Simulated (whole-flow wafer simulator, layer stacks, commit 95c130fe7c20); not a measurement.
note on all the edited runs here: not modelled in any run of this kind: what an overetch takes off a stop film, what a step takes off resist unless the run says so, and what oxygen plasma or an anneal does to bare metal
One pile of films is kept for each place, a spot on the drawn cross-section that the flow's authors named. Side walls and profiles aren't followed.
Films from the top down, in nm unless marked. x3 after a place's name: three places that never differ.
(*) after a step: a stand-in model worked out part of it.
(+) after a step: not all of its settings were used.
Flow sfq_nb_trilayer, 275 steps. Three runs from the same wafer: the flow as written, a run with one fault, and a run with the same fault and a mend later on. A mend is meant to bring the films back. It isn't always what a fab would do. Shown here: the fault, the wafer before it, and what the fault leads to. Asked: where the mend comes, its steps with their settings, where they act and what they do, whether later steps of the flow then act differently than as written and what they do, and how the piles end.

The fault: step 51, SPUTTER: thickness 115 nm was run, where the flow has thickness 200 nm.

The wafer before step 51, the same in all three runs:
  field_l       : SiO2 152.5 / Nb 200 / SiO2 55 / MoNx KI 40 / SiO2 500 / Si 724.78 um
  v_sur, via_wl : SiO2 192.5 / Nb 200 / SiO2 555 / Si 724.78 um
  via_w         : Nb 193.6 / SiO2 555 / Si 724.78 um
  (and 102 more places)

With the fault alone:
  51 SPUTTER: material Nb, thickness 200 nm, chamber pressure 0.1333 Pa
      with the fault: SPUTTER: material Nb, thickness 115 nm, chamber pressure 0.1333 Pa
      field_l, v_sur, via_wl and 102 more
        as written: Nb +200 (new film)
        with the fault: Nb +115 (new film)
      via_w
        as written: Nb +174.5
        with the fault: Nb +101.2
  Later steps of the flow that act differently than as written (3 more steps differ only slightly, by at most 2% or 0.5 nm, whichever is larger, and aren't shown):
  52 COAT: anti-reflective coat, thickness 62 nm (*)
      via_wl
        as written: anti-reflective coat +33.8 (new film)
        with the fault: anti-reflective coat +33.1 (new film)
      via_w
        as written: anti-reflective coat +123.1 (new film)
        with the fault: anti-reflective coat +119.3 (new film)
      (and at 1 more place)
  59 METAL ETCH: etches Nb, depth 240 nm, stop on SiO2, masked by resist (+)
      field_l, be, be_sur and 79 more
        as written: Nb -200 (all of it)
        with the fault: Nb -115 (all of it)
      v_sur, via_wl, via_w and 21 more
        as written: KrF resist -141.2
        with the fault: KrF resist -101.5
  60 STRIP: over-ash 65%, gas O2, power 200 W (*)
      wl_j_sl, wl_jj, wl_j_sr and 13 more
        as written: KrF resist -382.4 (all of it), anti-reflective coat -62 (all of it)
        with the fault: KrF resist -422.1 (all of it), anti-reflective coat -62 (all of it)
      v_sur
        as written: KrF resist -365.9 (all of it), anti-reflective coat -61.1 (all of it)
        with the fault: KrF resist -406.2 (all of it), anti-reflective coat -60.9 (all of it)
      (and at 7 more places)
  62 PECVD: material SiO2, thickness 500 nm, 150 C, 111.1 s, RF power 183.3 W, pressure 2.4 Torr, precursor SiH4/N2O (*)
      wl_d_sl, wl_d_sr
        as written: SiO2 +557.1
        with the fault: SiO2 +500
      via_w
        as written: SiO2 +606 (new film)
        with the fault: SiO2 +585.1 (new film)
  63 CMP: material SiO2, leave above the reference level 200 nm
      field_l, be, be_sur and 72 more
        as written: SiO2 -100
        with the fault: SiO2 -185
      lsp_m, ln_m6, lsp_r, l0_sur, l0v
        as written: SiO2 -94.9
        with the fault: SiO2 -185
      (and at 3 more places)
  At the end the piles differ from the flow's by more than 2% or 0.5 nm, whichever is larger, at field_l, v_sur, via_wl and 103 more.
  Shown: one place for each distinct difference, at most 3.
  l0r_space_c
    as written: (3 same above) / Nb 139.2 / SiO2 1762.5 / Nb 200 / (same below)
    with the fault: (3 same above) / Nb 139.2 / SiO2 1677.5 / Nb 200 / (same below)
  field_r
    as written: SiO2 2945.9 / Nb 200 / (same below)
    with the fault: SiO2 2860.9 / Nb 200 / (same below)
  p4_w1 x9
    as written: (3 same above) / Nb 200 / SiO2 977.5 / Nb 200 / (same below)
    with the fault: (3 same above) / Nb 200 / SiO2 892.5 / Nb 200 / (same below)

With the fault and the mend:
  The mend comes after step 51.
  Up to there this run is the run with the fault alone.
  51a SPUTTER: material Nb, thickness 85 nm, chamber pressure 0.1333 Pa (the flow's step 51 once more, with other settings)
      field_l, v_sur, via_wl and 102 more
        Nb +85
      via_w
        Nb +69.1
  No later step of the flow acts differently than as written, at any place that is followed, by more than 2% or 0.5 nm, whichever is larger.
  At the end the piles differ from the flow's only slightly at the places that both follow, by at most 2% or 0.5 nm, whichever is larger.
